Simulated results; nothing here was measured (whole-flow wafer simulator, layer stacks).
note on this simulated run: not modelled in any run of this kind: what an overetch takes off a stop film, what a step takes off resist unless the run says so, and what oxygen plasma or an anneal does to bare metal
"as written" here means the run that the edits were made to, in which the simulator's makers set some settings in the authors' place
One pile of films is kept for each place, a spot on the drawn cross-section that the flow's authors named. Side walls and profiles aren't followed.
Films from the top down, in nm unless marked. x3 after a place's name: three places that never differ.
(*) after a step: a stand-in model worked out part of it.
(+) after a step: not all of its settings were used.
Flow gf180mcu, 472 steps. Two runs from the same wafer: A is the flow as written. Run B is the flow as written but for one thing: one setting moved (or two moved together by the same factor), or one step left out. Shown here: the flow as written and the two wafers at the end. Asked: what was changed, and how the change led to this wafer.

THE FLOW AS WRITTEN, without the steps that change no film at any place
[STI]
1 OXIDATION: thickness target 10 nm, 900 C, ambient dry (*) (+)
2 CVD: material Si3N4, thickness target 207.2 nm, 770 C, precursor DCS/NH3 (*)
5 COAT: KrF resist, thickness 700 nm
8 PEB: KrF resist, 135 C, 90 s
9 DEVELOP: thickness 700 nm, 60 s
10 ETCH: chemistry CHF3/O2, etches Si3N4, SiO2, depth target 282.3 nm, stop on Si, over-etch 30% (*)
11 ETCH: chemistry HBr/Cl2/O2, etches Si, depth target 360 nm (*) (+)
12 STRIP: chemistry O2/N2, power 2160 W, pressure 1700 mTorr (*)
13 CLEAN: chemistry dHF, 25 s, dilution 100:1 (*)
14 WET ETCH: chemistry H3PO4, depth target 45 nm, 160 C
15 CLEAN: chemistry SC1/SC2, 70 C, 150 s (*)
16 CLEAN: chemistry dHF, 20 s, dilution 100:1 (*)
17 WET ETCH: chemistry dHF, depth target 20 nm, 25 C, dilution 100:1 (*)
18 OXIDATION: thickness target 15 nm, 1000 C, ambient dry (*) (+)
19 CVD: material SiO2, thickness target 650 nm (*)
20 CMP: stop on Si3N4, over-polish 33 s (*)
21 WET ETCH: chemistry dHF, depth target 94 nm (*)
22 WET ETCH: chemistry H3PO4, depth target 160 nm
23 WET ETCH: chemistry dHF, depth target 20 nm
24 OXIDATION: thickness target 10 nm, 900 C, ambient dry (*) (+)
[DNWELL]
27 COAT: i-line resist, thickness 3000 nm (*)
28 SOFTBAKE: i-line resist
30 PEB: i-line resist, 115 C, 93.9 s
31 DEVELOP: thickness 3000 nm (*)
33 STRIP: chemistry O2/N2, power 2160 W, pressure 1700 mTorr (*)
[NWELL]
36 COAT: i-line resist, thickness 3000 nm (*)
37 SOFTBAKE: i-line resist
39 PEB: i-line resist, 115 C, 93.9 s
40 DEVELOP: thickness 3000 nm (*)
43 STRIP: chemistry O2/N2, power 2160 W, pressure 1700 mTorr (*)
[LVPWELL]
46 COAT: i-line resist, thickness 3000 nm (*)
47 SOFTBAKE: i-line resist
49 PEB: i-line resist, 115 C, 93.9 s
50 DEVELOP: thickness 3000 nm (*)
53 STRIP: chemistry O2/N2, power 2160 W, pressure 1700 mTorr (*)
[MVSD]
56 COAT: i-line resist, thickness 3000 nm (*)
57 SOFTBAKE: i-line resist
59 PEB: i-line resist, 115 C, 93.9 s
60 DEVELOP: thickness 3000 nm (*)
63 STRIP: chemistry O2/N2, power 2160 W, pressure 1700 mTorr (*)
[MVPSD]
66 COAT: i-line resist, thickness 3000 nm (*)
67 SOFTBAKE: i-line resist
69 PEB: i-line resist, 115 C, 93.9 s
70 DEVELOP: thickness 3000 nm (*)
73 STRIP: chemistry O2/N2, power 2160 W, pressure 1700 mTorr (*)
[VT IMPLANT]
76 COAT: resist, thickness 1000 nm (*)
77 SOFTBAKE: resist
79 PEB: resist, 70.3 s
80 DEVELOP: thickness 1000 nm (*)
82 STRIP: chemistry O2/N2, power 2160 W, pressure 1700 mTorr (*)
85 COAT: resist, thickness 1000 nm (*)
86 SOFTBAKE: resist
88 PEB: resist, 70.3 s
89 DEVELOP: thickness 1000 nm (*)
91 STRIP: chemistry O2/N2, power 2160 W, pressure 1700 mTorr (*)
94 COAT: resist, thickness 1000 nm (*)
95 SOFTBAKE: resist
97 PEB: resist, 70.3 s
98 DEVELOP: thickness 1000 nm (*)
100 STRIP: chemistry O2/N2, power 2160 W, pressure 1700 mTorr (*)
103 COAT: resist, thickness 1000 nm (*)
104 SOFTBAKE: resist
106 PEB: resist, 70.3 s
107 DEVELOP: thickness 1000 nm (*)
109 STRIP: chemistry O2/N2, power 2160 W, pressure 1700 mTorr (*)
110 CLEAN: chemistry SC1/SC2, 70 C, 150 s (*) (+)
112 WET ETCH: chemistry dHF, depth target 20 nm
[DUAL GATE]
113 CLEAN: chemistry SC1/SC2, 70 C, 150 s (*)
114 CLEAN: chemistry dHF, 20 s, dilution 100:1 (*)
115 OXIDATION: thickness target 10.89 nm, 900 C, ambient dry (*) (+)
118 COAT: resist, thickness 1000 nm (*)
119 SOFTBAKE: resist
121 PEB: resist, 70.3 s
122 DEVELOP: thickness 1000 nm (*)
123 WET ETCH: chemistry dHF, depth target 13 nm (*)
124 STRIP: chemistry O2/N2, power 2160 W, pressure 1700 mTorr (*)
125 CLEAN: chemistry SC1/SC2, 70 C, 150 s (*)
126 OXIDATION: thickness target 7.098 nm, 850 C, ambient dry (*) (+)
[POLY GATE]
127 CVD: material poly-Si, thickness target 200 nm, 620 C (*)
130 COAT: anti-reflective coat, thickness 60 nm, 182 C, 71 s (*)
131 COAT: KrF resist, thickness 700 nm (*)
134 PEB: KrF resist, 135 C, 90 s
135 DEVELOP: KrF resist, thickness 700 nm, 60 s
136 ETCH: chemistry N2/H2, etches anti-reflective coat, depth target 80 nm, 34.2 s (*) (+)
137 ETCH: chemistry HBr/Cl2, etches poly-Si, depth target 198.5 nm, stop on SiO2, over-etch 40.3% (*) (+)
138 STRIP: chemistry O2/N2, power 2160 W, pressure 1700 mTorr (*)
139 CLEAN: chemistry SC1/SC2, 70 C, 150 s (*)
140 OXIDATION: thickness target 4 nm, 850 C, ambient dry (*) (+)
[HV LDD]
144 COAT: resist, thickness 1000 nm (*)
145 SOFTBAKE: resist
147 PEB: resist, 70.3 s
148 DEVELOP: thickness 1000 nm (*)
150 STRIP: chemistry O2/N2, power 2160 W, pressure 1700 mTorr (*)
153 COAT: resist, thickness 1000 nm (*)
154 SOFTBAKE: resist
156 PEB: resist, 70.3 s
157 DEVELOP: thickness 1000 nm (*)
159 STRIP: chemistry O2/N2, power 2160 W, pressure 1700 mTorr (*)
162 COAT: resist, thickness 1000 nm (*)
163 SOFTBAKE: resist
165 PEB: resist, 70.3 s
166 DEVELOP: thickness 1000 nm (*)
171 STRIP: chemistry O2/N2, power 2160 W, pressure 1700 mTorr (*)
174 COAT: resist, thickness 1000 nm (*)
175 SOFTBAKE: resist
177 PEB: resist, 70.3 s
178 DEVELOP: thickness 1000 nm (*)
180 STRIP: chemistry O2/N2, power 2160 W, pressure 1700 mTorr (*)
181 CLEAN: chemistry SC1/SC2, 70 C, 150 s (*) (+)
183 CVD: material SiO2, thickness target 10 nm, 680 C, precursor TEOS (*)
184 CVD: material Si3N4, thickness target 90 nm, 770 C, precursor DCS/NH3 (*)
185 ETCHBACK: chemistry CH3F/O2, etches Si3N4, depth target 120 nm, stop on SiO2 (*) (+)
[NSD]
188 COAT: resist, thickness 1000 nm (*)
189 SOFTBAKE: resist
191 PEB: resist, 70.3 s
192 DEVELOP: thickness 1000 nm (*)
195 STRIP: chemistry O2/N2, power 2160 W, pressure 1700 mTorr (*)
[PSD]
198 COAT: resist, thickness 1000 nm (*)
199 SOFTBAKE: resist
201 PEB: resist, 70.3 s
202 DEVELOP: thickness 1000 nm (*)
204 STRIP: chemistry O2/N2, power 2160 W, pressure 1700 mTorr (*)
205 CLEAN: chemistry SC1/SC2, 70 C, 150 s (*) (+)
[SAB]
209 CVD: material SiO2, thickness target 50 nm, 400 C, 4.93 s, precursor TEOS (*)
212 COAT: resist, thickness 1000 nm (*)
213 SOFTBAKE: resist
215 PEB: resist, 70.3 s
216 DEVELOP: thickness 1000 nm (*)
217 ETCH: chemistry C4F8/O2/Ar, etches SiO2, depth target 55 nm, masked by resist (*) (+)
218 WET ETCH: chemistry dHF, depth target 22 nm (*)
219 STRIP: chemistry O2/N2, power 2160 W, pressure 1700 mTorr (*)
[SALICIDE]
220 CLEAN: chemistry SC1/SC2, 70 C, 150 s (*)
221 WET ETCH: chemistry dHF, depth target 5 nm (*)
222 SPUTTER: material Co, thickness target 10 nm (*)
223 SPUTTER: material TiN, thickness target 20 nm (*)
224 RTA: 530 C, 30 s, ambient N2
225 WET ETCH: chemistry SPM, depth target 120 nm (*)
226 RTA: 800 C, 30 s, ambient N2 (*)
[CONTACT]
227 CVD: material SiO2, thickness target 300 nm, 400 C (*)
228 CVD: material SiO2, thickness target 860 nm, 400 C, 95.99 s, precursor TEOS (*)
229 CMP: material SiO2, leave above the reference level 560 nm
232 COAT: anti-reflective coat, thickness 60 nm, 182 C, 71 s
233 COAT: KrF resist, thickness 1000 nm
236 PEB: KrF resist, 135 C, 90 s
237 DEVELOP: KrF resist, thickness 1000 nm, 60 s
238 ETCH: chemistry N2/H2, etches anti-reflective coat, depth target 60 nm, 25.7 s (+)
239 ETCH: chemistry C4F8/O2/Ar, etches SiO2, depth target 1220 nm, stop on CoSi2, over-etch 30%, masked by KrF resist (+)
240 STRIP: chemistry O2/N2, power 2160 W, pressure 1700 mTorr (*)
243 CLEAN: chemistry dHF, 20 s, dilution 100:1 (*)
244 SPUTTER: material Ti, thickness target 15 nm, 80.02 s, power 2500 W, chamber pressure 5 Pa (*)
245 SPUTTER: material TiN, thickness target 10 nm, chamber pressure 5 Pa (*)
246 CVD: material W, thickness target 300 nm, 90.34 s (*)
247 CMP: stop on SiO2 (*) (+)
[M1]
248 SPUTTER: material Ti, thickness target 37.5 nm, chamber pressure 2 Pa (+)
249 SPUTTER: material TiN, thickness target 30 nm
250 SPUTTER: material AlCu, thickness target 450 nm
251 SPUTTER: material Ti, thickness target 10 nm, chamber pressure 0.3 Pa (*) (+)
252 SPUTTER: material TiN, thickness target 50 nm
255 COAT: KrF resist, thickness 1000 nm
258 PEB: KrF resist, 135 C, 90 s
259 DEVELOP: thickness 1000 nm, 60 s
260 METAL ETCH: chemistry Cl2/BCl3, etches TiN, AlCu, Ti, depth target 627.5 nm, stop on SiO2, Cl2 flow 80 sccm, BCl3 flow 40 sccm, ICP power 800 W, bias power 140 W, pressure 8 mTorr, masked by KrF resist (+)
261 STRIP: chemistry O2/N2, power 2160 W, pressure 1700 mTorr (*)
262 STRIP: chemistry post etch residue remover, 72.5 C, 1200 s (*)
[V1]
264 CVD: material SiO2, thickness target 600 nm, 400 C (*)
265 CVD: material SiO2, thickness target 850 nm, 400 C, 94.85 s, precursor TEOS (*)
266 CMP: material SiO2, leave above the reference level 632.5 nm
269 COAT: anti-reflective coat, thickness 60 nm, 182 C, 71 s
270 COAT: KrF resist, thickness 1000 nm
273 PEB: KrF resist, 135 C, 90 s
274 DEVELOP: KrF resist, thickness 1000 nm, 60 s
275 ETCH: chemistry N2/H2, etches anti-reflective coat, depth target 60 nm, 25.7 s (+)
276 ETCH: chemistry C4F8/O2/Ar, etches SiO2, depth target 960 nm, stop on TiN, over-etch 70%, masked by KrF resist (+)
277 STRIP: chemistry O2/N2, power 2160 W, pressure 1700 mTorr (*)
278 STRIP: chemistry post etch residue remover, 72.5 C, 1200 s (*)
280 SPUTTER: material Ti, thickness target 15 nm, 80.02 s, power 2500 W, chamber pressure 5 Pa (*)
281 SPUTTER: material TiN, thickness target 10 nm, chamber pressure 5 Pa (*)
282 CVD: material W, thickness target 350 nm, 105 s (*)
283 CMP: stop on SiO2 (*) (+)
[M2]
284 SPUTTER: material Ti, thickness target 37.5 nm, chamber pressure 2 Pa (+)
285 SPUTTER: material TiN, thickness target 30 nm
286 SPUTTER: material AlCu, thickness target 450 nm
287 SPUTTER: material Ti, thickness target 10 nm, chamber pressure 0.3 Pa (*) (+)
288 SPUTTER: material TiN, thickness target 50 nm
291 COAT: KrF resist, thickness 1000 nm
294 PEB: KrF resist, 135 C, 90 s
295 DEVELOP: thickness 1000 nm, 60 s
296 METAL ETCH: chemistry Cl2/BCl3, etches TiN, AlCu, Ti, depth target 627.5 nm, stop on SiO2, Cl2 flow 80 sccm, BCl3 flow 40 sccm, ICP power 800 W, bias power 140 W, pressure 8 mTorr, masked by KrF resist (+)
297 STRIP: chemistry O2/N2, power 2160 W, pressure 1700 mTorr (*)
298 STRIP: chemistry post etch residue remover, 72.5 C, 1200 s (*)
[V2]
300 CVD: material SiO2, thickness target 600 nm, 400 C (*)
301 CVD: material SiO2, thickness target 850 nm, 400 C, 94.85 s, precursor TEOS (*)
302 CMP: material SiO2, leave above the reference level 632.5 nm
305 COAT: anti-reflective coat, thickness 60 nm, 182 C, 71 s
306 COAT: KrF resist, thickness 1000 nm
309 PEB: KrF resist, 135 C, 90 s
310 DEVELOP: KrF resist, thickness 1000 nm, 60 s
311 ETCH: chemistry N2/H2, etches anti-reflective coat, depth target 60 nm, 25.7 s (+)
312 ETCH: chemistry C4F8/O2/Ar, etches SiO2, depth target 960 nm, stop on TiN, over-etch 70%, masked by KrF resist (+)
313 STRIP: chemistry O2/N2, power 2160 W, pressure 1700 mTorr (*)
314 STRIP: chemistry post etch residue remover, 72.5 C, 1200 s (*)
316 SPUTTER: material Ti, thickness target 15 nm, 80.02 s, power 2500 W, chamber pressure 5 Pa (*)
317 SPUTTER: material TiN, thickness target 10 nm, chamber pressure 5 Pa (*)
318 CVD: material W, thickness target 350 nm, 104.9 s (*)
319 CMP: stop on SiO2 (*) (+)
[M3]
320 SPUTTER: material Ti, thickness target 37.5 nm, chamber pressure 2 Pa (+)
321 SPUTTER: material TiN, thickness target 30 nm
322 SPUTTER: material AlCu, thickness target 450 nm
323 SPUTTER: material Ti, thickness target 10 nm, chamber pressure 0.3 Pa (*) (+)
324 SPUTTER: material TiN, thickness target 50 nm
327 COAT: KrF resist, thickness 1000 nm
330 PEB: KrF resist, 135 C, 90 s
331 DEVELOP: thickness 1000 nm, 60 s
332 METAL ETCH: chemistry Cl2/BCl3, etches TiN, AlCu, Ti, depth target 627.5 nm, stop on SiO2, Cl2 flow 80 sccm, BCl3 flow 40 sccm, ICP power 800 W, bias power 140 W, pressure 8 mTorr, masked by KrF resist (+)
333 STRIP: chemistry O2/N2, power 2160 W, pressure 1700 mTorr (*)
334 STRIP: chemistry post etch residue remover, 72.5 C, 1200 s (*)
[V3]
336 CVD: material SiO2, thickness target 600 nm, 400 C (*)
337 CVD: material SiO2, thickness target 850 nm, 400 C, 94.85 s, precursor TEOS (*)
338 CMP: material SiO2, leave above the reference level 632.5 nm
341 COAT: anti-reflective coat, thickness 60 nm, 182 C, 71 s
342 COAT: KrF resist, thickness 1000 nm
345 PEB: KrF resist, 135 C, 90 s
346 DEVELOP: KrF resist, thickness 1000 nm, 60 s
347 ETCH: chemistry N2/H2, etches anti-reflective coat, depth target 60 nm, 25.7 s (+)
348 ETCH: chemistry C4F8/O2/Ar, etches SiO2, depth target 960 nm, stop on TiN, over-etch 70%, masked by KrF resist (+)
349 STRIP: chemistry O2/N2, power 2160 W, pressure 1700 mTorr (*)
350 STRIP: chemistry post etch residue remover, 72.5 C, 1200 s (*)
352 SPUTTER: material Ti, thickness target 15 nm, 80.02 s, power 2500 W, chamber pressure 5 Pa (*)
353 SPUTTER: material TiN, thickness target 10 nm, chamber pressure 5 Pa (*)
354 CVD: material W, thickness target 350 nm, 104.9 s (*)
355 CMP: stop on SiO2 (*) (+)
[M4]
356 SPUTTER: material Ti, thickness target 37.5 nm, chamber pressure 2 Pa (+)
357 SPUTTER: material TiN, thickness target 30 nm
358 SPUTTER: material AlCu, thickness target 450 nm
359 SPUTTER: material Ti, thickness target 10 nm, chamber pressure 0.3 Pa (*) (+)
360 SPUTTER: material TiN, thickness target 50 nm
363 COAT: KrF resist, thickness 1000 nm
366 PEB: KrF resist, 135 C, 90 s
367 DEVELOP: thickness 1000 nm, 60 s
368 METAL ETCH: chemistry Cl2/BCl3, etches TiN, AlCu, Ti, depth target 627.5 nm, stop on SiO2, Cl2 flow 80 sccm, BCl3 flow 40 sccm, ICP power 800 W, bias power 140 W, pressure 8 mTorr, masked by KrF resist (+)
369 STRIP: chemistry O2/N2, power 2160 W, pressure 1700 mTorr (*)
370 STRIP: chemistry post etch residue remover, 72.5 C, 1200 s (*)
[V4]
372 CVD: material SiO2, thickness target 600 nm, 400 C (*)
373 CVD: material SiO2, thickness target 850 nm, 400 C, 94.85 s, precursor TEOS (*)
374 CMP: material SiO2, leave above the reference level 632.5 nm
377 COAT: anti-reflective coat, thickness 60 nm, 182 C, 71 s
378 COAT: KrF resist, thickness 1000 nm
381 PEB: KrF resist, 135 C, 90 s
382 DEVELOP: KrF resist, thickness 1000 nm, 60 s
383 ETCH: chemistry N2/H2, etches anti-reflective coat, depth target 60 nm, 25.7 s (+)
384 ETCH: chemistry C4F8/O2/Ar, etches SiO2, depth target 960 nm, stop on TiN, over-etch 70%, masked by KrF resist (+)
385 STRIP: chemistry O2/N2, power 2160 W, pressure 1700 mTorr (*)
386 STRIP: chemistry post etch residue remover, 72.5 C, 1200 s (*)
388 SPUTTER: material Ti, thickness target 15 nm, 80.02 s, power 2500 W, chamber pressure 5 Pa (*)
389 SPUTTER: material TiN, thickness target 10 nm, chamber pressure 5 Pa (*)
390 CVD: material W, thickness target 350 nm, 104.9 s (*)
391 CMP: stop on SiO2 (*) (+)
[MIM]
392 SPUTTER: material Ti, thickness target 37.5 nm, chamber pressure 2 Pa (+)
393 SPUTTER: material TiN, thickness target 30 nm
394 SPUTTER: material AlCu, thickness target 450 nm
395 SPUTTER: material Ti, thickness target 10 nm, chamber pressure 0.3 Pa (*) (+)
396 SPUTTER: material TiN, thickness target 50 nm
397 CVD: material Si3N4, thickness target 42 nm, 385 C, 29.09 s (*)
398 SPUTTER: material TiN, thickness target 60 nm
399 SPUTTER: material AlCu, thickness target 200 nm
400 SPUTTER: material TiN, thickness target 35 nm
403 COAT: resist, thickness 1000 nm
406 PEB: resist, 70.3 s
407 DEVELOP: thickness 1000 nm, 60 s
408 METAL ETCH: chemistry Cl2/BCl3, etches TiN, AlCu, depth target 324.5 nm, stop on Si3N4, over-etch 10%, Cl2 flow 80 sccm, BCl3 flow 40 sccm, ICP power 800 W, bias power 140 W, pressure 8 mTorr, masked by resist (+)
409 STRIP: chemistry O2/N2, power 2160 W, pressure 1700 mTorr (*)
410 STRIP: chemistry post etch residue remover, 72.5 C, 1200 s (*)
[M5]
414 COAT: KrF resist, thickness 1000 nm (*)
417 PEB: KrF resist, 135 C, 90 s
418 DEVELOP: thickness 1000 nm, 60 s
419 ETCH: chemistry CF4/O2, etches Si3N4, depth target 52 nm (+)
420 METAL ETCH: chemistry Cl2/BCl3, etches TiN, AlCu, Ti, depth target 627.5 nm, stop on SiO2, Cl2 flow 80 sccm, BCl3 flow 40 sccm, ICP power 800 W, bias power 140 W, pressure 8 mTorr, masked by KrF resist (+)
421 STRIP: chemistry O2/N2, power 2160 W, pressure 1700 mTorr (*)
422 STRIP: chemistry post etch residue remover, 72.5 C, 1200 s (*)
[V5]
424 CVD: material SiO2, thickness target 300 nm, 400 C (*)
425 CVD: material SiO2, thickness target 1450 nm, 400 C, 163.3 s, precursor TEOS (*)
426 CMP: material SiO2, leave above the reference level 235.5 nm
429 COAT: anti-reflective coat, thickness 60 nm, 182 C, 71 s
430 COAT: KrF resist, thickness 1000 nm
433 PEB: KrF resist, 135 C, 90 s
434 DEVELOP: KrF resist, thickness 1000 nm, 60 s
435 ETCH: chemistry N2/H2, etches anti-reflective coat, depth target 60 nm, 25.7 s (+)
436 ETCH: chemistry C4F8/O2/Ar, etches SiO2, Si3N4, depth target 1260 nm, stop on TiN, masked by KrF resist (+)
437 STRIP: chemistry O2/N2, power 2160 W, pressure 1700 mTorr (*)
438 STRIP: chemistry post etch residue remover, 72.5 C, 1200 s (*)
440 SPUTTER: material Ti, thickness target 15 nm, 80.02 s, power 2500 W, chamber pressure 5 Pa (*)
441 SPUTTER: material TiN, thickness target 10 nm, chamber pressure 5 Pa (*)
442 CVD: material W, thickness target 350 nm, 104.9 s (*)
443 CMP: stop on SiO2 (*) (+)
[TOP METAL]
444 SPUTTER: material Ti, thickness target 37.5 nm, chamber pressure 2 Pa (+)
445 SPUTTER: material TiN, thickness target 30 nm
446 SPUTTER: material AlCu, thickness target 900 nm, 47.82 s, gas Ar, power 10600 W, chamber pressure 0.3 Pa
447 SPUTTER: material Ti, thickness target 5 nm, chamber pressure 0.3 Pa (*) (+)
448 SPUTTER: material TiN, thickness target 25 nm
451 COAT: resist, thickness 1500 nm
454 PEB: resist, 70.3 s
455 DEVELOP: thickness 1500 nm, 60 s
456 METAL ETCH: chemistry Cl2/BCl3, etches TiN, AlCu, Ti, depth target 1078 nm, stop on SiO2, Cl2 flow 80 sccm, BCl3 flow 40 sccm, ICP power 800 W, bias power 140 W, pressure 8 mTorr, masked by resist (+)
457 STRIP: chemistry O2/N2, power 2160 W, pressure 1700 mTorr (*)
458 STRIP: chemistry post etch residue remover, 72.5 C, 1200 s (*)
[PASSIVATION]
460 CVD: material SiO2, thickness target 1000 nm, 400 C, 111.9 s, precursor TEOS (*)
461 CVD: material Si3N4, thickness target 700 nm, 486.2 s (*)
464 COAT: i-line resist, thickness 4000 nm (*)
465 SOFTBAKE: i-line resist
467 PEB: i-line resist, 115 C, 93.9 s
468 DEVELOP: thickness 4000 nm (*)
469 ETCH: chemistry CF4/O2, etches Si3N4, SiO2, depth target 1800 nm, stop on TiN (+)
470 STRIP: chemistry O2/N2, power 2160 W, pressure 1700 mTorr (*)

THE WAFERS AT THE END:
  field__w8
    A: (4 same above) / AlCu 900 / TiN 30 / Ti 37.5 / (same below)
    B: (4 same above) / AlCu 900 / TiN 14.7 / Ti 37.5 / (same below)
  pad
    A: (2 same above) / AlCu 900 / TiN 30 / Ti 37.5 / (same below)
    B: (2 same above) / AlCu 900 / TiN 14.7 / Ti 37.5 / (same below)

The cause: step 445, SPUTTER: thickness target 14.7 nm was run, where the flow has thickness target 30 nm.
It can be read off the wafer: field__w8 has TiN 14.7, and step 445 as written asks for 30 nm.

How the change led to this, step by step:
  445 SPUTTER: material TiN, thickness target 30 nm
      field, field__w1, field__w2 and 109 more: A TiN +30 (new film) | B TiN +14.7 (new film)
  456 METAL ETCH: chemistry Cl2/BCl3, etches TiN, AlCu, Ti, depth target 1078 nm, stop on SiO2, Cl2 flow 80 sccm, BCl3 flow 40 sccm, ICP power 800 W, bias power 140 W, pressure 8 mTorr, masked by resist (+)
      field, field__w1, field__w2 and 103 more: A TiN -25 (all of it), Ti -5 (all of it), AlCu -900 (all of it), TiN -30 (all of it), Ti -37.5 (all of it) | B TiN -25 (all of it), Ti -5 (all of it), AlCu -900 (all of it), TiN -14.7 (all of it), Ti -37.5 (all of it)
  465 SOFTBAKE: i-line resist
      field__w2, field_sub__w4: A i-line resist +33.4 | B i-line resist +32.6
      field__w11, field__w13: A i-line resist +37.6 | B i-line resist +36.7
      (and at 59 more places)
